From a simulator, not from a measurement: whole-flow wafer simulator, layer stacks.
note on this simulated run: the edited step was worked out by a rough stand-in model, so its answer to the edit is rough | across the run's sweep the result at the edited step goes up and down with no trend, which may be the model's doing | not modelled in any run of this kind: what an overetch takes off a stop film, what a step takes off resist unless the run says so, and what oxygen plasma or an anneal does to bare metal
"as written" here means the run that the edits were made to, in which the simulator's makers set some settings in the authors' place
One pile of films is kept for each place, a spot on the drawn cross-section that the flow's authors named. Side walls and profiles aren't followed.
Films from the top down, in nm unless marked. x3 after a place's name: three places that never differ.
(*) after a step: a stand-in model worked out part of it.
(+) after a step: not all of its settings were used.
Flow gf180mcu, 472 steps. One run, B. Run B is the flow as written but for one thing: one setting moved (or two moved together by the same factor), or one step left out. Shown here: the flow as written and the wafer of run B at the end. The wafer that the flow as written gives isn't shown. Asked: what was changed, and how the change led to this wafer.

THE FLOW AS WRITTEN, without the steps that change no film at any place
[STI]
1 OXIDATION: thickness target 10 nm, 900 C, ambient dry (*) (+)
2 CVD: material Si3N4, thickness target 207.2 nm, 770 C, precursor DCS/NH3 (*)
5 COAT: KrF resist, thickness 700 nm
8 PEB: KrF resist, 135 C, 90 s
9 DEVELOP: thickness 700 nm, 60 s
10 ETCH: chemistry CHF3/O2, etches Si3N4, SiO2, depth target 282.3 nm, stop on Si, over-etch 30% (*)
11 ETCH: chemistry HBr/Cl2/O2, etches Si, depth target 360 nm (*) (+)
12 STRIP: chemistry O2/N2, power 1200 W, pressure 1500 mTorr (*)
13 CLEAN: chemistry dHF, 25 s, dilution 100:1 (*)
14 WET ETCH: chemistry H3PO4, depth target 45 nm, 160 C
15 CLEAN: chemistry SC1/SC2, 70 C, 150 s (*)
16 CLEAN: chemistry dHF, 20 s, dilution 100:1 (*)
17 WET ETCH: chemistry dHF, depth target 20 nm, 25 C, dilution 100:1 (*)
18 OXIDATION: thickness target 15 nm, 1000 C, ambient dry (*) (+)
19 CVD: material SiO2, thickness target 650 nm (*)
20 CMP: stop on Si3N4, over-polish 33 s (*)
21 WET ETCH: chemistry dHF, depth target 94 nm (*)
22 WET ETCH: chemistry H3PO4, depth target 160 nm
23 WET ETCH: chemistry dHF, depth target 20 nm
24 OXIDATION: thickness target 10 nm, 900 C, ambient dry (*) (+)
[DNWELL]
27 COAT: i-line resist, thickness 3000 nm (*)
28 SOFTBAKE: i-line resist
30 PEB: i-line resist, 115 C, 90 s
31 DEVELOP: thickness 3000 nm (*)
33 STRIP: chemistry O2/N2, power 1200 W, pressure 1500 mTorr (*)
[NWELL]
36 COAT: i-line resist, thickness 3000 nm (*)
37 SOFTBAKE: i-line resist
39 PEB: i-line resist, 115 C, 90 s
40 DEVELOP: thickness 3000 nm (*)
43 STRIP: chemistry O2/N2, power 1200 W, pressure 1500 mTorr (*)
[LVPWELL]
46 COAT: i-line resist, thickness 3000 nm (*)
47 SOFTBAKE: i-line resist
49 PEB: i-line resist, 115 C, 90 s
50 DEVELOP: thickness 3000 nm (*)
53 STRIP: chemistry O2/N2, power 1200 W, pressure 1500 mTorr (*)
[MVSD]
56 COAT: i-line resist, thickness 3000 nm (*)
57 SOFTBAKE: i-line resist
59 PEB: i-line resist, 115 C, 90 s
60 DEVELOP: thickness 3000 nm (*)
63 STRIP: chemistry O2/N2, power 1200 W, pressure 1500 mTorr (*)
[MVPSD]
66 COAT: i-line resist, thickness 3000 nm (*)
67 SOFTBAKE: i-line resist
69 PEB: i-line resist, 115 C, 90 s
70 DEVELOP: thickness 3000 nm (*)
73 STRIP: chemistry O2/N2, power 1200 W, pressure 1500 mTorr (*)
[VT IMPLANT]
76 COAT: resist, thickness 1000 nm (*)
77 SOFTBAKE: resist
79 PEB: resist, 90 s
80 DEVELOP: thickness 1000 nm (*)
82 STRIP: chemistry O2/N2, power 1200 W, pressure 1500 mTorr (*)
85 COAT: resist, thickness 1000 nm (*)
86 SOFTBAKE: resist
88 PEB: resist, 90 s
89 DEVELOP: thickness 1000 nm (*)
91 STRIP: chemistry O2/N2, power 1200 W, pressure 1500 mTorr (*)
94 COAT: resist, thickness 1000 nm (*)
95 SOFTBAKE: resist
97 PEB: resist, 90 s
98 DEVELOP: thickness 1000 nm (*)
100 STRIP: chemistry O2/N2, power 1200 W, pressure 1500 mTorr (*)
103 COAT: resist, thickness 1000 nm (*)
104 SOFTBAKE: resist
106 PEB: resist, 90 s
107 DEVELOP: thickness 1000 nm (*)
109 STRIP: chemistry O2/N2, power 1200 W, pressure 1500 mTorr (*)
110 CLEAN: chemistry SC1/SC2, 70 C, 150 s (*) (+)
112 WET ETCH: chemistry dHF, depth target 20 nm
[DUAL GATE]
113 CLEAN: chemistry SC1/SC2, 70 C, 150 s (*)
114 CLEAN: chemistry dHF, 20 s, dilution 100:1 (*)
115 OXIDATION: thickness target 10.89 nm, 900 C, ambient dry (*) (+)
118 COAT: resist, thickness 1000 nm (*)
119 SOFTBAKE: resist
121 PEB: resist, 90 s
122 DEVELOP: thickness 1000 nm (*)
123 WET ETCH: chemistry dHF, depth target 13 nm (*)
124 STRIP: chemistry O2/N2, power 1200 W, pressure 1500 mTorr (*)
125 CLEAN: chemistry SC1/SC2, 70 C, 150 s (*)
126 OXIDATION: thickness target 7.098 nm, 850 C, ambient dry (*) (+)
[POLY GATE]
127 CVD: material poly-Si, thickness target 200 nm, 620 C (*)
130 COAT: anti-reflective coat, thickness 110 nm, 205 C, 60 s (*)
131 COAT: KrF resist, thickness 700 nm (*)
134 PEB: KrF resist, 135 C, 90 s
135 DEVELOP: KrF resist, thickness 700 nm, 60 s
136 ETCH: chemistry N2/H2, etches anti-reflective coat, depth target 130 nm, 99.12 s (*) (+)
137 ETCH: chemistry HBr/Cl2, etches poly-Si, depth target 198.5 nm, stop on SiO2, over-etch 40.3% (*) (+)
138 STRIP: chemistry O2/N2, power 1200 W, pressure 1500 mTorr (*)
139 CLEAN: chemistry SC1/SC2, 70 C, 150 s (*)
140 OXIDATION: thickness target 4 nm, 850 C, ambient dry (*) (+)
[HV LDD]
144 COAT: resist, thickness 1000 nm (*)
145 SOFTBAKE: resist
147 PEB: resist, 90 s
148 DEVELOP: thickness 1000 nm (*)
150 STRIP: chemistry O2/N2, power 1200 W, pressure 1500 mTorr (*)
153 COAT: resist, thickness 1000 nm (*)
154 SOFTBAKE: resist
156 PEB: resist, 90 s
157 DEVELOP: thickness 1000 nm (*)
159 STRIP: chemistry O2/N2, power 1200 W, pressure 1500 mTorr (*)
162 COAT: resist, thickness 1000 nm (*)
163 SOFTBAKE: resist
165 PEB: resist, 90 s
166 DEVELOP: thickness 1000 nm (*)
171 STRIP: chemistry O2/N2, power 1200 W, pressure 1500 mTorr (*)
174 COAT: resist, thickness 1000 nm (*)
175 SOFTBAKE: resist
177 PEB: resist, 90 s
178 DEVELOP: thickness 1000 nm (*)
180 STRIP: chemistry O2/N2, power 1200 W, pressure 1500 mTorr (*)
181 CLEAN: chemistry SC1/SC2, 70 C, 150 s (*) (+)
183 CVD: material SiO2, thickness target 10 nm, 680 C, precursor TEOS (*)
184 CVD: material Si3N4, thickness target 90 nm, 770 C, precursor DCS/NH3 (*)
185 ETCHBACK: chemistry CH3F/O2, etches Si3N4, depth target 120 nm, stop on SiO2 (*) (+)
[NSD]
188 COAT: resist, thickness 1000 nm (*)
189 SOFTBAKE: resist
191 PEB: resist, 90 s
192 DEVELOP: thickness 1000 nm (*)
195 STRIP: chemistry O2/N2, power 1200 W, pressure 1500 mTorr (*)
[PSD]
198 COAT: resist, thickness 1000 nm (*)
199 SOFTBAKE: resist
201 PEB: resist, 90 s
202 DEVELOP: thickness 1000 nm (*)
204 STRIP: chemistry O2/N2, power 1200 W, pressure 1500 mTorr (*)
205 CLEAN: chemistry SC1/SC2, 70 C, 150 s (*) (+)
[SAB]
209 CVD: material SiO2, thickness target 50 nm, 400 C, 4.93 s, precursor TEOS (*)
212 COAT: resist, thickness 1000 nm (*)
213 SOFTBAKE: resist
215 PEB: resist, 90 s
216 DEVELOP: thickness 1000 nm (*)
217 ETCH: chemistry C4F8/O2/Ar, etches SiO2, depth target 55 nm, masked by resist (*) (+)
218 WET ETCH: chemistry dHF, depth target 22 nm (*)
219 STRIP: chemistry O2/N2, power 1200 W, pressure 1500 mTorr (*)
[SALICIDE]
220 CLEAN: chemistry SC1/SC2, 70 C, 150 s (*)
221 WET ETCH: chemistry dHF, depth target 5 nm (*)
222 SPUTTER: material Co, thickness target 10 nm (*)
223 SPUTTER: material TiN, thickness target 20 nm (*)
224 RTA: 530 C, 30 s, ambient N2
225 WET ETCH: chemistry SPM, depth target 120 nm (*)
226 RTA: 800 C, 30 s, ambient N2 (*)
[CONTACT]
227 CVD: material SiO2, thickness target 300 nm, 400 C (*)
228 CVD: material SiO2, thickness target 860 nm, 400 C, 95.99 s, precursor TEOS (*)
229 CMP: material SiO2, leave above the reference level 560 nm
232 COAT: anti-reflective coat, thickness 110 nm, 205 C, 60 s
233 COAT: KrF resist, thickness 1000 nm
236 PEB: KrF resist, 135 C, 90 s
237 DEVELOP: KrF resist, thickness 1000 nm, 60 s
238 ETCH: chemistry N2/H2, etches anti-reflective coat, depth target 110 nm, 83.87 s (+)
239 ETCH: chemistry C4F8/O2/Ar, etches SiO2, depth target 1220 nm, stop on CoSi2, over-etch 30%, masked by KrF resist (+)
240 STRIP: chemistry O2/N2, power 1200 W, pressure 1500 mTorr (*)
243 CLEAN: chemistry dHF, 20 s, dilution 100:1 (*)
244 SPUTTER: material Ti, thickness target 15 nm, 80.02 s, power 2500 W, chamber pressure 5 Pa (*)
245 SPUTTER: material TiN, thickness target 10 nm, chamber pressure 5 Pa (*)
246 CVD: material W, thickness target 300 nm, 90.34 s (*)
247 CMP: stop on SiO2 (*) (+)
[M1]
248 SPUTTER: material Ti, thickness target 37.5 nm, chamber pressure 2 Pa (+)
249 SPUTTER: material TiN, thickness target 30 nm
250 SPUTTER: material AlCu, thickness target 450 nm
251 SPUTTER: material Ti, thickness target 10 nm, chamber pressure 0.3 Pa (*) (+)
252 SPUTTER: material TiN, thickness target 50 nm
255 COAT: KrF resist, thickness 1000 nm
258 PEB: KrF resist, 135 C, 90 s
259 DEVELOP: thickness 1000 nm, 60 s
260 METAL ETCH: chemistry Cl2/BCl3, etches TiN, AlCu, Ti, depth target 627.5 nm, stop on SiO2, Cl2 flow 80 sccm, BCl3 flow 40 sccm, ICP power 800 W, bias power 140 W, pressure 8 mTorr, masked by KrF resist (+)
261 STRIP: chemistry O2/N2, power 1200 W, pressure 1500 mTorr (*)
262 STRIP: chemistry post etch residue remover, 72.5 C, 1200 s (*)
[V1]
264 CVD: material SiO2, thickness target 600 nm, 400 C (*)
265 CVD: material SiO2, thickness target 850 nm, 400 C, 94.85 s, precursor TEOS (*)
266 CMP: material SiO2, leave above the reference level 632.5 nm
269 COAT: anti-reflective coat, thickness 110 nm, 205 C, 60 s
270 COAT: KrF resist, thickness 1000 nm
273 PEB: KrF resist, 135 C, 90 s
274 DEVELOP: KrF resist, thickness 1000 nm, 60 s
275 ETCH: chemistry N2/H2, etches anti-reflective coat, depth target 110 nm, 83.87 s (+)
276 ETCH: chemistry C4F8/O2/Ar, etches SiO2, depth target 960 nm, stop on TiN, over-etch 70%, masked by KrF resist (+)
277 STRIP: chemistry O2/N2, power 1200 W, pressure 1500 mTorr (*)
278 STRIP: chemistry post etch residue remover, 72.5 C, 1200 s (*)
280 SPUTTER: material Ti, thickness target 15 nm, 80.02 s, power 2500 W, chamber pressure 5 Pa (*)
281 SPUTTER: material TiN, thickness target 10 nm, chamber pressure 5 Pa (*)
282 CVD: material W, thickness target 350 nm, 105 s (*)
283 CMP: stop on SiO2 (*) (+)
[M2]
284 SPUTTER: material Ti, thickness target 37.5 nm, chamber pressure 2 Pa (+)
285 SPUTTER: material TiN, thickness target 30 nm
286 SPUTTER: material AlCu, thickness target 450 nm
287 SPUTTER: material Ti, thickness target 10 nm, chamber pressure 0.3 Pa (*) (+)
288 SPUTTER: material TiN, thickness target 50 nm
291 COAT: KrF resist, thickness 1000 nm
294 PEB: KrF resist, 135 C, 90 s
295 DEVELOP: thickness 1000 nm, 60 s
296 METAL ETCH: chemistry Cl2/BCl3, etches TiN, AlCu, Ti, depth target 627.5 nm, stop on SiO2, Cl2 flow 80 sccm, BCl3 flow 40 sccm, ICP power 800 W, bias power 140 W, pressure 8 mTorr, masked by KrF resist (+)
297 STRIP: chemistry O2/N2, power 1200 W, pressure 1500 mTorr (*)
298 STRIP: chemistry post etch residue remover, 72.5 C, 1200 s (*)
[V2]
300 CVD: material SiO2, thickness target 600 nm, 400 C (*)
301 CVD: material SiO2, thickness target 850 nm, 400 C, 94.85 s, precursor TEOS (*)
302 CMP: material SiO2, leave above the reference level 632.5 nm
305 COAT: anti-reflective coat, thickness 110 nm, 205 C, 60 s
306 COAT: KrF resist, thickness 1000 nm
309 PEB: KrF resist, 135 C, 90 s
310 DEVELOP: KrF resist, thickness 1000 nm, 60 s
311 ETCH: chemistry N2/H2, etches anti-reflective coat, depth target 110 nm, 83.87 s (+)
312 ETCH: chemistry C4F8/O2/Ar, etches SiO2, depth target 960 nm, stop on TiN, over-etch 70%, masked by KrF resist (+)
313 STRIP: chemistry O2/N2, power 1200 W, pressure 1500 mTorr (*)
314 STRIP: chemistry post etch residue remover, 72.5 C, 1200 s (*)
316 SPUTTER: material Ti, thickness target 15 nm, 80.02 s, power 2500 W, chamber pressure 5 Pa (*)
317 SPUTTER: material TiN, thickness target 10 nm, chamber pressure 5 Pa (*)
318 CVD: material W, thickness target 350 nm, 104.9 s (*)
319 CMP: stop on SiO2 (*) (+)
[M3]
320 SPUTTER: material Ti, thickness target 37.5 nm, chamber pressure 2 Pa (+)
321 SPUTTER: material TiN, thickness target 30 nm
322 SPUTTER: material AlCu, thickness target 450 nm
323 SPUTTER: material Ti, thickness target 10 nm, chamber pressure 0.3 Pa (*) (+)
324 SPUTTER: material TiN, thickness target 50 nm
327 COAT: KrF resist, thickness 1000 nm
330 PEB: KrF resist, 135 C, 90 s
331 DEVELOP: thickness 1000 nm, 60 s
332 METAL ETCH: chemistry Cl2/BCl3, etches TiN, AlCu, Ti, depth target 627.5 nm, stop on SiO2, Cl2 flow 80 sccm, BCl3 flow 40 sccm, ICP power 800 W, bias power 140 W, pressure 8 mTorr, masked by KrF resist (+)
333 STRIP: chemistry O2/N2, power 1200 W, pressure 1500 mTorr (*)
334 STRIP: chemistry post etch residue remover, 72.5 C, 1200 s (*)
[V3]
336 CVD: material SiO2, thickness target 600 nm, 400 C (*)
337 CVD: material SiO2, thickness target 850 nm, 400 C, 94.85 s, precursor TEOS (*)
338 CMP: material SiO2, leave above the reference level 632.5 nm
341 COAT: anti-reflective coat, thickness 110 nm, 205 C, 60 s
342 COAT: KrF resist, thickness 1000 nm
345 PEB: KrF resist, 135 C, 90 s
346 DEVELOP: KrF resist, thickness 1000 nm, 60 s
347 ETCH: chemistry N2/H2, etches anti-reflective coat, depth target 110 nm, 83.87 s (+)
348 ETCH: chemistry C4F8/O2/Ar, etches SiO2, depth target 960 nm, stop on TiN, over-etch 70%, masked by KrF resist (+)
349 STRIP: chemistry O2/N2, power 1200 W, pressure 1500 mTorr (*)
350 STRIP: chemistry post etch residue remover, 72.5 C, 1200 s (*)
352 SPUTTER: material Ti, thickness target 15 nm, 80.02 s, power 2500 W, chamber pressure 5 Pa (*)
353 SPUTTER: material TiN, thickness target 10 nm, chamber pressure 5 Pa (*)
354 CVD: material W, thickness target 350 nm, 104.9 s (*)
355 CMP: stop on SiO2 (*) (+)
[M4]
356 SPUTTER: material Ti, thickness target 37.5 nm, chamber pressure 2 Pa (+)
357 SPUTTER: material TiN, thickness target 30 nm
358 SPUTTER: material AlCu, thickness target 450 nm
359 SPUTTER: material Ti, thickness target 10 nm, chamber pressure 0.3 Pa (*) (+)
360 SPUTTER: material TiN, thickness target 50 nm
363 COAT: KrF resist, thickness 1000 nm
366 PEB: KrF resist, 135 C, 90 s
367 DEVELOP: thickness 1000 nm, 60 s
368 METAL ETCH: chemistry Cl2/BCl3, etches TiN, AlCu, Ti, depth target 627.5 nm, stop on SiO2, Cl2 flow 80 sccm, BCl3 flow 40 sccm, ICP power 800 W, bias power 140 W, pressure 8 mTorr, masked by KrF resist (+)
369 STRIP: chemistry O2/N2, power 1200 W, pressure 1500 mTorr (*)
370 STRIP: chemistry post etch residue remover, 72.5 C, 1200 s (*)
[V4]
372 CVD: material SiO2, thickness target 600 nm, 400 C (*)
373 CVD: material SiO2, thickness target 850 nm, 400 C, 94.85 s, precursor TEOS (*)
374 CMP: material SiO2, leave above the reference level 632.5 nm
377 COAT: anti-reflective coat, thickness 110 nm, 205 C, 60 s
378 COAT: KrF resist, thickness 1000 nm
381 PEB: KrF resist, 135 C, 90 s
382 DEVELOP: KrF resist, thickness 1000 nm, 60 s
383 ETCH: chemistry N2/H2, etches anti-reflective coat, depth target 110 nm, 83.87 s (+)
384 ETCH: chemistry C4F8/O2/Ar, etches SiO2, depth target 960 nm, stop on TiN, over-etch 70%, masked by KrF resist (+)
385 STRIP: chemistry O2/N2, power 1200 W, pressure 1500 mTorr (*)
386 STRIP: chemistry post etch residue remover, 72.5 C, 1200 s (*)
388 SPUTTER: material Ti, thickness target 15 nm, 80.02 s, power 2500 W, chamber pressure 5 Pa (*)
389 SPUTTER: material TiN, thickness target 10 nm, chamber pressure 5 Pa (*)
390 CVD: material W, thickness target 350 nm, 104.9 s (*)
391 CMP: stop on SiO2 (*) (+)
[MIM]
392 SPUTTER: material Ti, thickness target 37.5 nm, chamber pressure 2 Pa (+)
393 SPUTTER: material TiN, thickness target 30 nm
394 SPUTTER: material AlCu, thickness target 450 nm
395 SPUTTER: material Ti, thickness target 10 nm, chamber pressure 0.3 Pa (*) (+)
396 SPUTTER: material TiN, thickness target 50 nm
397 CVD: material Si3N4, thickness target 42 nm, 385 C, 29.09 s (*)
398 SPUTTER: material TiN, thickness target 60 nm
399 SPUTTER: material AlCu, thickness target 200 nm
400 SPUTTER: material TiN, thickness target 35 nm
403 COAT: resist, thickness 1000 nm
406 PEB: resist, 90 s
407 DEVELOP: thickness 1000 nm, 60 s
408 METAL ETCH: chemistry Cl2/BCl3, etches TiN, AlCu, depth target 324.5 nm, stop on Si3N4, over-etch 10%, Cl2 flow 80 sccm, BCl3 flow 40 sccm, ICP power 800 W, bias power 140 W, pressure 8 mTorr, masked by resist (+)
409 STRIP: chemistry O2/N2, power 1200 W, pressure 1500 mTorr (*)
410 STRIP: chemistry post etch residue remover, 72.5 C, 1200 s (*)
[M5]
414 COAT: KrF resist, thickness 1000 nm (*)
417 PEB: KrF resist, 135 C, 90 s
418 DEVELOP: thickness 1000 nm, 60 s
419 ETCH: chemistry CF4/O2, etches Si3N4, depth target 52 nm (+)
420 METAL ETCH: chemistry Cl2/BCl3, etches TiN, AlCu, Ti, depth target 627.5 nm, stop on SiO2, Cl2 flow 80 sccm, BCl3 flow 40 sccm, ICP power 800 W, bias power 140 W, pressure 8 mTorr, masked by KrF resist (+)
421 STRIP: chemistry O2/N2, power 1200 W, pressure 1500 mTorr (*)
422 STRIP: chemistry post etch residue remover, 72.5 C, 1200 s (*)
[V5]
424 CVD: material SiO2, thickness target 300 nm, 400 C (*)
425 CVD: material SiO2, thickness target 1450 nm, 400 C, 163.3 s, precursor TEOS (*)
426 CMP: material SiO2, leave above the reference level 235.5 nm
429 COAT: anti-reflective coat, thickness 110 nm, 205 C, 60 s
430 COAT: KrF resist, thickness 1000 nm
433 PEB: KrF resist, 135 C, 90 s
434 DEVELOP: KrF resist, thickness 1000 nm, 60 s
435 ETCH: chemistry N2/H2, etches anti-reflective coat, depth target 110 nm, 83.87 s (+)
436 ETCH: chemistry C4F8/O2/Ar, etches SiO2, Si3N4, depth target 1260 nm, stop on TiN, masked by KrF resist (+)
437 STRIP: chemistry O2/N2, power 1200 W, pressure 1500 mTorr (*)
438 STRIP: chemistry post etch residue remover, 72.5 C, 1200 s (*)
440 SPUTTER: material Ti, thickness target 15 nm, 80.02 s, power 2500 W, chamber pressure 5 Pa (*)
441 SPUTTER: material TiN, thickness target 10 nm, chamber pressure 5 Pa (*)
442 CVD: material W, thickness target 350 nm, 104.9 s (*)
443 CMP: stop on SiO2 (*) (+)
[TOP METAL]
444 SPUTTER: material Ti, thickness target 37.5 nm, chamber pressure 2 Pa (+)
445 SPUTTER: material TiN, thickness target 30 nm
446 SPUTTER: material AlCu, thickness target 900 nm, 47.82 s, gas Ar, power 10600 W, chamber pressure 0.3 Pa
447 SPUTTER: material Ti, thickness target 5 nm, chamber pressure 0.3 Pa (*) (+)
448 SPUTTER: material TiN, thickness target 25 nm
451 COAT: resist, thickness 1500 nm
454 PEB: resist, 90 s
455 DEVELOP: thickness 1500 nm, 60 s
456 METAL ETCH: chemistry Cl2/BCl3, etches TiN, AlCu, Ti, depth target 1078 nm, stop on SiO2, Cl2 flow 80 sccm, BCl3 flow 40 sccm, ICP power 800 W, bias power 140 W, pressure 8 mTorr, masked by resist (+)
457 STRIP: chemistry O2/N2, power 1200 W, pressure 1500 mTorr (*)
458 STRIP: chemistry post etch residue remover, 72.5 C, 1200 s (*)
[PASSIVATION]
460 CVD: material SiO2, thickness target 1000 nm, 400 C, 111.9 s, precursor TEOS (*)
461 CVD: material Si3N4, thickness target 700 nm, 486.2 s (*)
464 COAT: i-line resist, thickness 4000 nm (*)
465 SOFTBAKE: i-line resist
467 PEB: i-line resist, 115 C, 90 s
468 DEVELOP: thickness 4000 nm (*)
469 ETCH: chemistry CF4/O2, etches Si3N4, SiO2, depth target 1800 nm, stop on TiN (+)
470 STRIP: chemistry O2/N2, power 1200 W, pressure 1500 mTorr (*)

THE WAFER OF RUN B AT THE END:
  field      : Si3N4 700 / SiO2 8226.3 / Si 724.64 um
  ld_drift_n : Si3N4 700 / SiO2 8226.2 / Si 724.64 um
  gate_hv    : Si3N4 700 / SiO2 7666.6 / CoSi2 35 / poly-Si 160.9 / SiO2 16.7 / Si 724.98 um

The cause: step 126, OXIDATION: thickness target 9.937 nm was run, where the flow has thickness target 7.098 nm.

How the change led to this, step by step:
  126 OXIDATION: thickness target 7.098 nm, 850 C, ambient dry (*) (+)
      gate_hv, active_hv, active_nat and 25 more: SiO2 +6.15, Si -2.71 (as written it would be: SiO2 +3.72, Si -1.64)
      active, n_well, p_well and 12 more: SiO2 +9.94 (new film), chemical SiO2 -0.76 (all of it), Si -4.04 (as written it would be: SiO2 +7.1 (new film), chemical SiO2 -0.76 (all of it), Si -2.79)
  189 SOFTBAKE: resist
      nw_enc_fld_lv__w3: resist -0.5 (as written it would be: resist +0.35)
  199 SOFTBAKE: resist
      nw_enc_fld_lv__w3: resist -0.5 (as written it would be: resist +0.35)
  218 WET ETCH: chemistry dHF, depth target 22 nm (*)
      active, p_well, sd_n, iso_ptap_pw, iso_ntap_nw, iso_ptap_sub, vpnp_e: SiO2 -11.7 (all of it) (as written it would be: SiO2 -9.01 (all of it))
      ldn_tap, ldn_src, ldn_drn, ldp_tap, ldp_src, ldp_drn, ldp_gr: SiO2 -18.3 (all of it) (as written it would be: SiO2 -16 (all of it))
      (and at 9 more places)
